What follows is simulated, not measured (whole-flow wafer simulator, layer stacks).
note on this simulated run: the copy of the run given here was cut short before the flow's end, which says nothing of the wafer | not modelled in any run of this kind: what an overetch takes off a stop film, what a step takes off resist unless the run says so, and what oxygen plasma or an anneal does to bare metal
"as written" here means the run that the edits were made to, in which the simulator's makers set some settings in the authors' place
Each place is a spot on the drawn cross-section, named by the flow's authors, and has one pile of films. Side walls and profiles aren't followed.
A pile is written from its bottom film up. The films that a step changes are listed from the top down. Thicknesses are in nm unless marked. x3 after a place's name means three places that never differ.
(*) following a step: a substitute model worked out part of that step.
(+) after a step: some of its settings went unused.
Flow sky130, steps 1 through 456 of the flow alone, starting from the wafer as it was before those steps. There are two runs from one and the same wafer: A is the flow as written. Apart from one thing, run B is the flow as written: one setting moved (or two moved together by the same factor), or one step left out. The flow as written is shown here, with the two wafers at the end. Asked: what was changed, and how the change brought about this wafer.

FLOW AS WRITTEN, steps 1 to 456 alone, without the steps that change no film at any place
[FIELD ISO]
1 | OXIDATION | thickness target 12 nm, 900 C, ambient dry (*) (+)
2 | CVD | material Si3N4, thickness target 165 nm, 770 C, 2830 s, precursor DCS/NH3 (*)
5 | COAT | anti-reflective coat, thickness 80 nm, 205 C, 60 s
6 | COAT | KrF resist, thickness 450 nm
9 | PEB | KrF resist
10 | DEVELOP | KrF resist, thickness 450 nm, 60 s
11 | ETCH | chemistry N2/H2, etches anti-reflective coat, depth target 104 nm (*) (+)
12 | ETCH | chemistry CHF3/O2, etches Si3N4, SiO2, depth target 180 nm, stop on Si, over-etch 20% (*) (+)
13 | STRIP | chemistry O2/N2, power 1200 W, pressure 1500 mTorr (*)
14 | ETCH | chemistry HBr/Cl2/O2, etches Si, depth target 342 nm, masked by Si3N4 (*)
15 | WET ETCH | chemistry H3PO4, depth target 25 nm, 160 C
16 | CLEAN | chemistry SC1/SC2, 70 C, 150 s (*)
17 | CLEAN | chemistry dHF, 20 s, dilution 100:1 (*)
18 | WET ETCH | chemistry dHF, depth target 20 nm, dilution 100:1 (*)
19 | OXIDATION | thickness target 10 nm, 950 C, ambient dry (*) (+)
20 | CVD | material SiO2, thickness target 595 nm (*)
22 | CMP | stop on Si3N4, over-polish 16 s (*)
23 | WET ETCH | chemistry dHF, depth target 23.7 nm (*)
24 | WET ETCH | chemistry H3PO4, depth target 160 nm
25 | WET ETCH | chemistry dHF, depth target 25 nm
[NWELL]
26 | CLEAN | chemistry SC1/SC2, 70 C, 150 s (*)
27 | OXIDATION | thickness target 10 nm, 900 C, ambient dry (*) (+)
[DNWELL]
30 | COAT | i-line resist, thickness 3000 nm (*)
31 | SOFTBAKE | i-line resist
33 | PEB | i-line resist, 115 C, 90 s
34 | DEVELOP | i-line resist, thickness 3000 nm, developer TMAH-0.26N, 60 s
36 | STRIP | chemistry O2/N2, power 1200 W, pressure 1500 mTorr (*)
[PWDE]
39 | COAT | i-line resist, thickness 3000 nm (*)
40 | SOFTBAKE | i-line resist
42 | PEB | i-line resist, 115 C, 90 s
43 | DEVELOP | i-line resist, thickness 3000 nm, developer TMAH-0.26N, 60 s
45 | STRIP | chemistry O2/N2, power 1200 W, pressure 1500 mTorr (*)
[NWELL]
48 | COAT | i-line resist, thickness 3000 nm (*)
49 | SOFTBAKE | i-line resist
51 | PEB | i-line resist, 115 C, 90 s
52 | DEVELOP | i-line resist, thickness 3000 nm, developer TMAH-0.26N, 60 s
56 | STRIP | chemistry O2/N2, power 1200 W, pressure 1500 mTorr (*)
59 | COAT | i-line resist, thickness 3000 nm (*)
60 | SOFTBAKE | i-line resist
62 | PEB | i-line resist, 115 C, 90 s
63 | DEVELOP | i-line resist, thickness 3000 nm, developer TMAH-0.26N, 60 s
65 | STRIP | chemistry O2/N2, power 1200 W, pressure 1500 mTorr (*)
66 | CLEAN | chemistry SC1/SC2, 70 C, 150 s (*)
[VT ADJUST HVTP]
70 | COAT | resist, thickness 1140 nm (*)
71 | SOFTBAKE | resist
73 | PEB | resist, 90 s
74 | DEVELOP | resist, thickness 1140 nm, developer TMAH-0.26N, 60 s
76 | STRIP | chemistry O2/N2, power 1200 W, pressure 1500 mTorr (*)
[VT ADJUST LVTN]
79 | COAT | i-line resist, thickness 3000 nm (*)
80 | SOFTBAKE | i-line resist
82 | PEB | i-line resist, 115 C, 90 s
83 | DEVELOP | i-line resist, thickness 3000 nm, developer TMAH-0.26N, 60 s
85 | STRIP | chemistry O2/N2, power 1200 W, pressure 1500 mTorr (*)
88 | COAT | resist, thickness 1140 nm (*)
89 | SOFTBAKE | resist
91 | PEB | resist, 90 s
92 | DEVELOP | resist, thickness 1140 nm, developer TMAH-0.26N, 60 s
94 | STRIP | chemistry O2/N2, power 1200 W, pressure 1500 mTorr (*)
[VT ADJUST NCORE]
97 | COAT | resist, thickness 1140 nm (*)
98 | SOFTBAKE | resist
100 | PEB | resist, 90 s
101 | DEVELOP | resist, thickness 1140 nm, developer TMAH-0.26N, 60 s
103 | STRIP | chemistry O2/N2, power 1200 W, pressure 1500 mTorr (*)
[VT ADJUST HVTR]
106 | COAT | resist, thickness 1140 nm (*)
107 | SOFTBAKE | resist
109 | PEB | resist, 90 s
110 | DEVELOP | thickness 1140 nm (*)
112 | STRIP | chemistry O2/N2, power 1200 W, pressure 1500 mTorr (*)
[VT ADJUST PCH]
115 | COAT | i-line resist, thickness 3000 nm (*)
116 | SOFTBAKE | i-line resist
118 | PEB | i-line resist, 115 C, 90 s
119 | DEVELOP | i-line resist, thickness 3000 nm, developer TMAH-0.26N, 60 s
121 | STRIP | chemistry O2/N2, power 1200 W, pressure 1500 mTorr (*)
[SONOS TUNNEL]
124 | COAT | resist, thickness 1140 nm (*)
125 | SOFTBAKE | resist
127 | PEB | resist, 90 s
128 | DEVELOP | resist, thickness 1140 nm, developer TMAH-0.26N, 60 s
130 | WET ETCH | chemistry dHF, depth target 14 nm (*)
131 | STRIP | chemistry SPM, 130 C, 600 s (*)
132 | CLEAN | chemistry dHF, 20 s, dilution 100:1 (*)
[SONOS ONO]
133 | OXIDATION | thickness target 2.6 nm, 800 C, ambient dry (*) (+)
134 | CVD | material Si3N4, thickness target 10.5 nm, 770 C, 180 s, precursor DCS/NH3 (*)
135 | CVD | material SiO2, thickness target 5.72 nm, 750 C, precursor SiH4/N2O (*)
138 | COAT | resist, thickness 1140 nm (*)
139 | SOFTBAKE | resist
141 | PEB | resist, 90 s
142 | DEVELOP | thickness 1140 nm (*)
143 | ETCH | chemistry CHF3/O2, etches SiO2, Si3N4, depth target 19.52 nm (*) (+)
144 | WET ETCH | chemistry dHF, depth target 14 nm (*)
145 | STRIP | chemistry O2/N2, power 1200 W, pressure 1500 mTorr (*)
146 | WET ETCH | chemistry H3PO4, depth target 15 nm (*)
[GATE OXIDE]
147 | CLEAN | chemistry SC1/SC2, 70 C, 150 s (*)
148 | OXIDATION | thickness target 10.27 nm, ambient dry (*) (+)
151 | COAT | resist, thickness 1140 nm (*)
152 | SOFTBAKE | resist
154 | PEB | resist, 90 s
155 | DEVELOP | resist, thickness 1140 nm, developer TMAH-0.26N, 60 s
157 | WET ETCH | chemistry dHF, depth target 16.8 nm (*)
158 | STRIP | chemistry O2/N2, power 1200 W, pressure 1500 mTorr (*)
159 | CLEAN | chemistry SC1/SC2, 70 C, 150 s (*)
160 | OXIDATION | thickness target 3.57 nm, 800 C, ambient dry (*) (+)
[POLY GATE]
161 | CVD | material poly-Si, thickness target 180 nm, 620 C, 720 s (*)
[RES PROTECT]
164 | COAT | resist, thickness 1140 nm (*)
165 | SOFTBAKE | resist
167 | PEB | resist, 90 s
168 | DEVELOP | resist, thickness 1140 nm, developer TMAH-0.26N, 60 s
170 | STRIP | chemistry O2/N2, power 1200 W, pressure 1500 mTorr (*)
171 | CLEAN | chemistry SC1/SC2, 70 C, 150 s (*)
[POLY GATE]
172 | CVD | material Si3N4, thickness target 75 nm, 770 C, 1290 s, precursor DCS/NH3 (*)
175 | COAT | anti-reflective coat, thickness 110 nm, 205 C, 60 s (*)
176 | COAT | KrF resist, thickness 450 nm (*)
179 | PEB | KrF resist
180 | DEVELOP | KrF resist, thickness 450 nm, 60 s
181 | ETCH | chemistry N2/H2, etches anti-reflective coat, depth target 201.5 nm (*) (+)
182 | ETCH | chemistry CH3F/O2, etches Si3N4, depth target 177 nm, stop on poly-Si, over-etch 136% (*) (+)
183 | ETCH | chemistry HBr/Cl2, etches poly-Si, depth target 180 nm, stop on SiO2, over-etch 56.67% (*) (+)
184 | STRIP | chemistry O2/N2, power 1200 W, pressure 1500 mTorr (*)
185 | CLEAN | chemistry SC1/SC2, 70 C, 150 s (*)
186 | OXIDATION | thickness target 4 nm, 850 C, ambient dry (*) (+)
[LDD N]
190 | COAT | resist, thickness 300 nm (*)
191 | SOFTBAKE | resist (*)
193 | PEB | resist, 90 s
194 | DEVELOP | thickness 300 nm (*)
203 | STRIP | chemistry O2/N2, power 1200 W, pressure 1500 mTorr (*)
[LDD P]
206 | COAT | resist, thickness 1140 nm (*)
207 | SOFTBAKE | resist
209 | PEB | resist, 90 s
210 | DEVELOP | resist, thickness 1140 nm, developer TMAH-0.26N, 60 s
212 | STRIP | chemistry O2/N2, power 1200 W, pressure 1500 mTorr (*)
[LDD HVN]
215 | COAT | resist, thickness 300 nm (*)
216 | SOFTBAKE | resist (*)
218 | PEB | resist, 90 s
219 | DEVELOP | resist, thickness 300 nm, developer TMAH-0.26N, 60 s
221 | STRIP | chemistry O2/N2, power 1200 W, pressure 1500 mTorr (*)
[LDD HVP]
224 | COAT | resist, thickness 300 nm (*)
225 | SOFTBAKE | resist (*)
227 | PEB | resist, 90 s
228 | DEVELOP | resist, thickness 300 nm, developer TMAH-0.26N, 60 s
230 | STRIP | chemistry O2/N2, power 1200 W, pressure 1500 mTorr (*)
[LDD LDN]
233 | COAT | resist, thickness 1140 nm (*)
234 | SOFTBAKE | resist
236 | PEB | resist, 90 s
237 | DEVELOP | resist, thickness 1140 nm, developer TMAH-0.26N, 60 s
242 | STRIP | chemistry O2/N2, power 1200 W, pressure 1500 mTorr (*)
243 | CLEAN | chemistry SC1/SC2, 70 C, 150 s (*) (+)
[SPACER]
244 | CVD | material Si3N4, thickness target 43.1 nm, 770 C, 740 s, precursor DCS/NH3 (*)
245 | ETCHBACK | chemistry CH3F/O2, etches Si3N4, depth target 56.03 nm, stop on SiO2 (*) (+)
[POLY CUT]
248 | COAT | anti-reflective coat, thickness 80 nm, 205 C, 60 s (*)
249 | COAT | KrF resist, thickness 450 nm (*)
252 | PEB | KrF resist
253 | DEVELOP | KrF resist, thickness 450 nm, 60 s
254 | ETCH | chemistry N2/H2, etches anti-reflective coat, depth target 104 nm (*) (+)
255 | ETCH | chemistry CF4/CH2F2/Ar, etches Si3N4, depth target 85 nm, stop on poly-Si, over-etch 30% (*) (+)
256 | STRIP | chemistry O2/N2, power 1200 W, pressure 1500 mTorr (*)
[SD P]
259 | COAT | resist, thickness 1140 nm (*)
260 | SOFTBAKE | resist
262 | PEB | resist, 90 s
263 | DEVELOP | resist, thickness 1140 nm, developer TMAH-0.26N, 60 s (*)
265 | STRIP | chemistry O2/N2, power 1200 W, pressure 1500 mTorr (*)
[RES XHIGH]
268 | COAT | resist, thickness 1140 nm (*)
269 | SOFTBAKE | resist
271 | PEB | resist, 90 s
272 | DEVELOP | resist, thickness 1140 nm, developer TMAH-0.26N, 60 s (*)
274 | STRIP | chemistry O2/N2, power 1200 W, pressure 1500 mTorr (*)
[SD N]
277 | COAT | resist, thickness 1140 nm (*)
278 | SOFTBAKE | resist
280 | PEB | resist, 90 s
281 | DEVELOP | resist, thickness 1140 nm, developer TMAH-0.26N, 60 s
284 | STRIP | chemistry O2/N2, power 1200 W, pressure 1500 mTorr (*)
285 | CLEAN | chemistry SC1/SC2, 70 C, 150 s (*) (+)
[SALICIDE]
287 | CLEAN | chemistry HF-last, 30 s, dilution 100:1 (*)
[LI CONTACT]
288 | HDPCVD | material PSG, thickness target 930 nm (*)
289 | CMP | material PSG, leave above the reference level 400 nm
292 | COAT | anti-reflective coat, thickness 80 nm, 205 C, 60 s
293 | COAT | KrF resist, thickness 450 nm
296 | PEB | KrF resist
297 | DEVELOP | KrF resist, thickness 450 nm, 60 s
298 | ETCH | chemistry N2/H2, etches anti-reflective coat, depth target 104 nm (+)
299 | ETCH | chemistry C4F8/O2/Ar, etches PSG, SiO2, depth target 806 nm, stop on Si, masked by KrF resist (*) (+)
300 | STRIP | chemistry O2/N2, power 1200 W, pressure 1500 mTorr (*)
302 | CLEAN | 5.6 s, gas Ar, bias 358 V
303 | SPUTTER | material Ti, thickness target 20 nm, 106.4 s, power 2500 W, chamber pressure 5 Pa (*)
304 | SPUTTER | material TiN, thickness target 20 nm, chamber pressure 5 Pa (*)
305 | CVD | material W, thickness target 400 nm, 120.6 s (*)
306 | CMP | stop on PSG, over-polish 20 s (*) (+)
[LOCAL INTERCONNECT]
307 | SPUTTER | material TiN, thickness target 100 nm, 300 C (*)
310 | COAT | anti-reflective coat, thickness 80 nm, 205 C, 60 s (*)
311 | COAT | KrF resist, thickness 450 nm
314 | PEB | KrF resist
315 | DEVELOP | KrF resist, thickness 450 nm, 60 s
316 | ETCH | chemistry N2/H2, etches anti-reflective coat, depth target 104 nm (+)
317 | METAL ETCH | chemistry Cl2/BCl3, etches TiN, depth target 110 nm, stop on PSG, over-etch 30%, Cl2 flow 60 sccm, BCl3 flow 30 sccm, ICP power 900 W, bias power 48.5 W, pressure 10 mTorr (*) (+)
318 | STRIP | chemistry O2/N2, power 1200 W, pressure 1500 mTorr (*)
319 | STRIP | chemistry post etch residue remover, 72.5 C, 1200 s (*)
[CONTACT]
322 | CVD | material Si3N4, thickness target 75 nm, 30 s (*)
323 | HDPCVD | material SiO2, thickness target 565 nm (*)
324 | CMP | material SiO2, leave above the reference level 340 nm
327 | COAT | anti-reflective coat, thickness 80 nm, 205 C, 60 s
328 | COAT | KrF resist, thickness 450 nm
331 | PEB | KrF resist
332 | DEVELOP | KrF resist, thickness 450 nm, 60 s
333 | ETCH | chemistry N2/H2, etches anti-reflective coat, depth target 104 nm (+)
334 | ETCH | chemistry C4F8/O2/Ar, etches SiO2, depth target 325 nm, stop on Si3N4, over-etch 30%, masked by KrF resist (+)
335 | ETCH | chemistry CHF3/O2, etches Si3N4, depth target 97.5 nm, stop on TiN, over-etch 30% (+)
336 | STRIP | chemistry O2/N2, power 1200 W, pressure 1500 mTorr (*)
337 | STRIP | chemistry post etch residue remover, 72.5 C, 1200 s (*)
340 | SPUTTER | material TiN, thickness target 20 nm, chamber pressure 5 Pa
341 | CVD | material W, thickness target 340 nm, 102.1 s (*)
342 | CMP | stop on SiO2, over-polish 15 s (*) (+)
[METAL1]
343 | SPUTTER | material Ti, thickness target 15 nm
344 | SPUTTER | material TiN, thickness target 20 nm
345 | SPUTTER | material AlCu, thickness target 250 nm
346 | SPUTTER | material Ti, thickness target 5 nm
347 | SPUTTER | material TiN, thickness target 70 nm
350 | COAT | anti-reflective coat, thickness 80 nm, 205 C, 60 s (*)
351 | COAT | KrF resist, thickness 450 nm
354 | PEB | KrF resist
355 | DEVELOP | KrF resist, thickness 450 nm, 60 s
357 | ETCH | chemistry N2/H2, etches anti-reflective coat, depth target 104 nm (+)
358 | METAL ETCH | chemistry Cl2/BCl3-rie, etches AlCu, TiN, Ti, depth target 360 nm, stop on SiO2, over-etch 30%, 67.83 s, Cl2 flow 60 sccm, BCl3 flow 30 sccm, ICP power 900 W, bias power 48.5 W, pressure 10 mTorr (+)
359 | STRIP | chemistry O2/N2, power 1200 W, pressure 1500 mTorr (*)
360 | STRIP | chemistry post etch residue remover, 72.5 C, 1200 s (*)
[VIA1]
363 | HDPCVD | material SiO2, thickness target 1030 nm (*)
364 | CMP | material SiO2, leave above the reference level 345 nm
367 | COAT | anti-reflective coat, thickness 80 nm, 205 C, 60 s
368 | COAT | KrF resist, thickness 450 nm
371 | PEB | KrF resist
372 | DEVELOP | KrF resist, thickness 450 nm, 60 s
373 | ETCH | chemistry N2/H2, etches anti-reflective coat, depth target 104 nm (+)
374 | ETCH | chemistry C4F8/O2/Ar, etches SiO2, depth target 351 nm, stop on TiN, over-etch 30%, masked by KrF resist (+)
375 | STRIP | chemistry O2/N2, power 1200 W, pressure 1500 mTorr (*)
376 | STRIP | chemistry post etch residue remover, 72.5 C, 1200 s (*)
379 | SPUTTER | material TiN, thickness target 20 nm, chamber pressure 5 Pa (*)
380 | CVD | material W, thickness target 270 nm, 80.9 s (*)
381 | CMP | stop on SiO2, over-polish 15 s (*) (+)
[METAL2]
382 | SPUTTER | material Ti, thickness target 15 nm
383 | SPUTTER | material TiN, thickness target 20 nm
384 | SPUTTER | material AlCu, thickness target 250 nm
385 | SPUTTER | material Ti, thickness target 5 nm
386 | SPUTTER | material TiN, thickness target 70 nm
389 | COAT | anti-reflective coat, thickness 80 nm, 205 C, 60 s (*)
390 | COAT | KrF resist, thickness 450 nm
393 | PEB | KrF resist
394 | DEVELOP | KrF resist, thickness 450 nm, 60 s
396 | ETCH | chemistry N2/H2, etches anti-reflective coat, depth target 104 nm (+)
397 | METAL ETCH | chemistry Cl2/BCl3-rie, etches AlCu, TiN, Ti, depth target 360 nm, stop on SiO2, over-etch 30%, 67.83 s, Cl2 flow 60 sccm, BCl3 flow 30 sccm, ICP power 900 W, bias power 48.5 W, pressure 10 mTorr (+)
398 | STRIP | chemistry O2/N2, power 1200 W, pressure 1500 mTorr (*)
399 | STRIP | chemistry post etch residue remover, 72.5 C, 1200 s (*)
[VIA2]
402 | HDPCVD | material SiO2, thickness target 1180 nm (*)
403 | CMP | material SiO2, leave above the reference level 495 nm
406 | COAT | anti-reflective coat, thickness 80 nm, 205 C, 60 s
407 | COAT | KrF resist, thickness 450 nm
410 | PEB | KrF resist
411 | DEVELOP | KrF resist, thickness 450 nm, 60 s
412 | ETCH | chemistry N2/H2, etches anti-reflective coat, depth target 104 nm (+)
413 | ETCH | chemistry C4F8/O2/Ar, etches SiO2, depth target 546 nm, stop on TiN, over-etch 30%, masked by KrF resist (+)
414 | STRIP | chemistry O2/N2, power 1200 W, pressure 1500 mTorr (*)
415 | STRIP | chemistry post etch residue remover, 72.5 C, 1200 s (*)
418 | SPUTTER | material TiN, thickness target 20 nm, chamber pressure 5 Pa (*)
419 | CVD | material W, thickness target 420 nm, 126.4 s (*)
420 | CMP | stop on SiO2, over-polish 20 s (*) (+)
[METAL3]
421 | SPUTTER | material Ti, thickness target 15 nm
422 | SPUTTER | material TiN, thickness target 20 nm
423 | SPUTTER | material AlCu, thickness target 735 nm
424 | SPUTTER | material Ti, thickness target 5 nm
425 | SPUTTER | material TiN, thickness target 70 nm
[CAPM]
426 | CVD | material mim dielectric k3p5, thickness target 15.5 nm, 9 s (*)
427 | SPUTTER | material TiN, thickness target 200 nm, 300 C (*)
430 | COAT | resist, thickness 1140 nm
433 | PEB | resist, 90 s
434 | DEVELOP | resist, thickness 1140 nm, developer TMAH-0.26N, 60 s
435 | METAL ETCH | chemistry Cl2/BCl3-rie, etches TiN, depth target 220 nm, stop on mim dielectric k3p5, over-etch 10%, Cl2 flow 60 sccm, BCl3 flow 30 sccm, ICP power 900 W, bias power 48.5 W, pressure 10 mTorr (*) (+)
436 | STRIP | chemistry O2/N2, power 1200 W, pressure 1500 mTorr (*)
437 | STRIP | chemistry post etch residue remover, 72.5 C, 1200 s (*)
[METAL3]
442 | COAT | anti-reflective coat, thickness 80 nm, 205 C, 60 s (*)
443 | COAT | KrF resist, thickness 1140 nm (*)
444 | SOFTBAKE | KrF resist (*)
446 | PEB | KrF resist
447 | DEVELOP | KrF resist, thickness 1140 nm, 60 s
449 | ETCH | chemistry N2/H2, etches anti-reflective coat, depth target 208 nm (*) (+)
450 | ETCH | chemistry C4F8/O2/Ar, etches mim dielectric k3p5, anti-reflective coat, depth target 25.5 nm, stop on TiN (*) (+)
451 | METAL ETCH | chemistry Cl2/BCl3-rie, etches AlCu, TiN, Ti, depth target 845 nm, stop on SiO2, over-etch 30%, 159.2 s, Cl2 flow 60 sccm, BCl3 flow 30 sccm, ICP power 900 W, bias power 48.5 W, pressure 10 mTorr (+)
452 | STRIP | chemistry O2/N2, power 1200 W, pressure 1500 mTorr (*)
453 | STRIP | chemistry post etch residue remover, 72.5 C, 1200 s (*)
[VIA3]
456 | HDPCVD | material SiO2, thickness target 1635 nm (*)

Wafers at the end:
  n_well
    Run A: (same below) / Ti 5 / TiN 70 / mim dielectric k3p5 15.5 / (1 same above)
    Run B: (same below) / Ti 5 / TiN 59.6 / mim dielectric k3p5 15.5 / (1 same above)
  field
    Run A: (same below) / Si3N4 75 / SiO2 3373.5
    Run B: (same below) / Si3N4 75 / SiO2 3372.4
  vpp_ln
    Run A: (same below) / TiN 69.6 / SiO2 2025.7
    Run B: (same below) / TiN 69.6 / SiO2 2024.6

Cause: step 425, SPUTTER: thickness target 59.6 nm was run, whereas the flow has thickness target 70 nm.
One can read it off the wafer: n_well has TiN 59.6, and step 425 as written asks for 70 nm.

How this came from the change, step by step:
  425 | SPUTTER | material TiN, thickness target 70 nm
      field, active, n_well and 188 more: A TiN gains 70 (new film) | B TiN gains 59.6 (new film)
  451 | METAL ETCH | chemistry Cl2/BCl3-rie, etches AlCu, TiN, Ti, depth target 845 nm, stop on SiO2, over-etch 30%, 159.2 s, Cl2 flow 60 sccm, BCl3 flow 30 sccm, ICP power 900 W, bias power 48.5 W, pressure 10 mTorr (+)
      field, active, gate and 69 more: A TiN loses 70 (all of it), Ti loses 5 (all of it), AlCu loses 735 (all of it), TiN loses 20 (all of it), Ti loses 15 (all of it), SiO2 loses 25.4 | B TiN loses 59.6 (all of it), Ti loses 5 (all of it), AlCu loses 735 (all of it), TiN loses 20 (all of it), Ti loses 15 (all of it), SiO2 loses 26.4
      vpp_ln, vpp_iso2, ndiff_ln and 10 more: A TiN loses 70 (all of it), Ti loses 5 (all of it), AlCu loses 735 (all of it), TiN loses 20 (all of it), Ti loses 15 (all of it), SiO2 loses 25.3 | B TiN loses 59.6 (all of it), Ti loses 5 (all of it), AlCu loses 735 (all of it), TiN loses 20 (all of it), Ti loses 15 (all of it), SiO2 loses 26.4
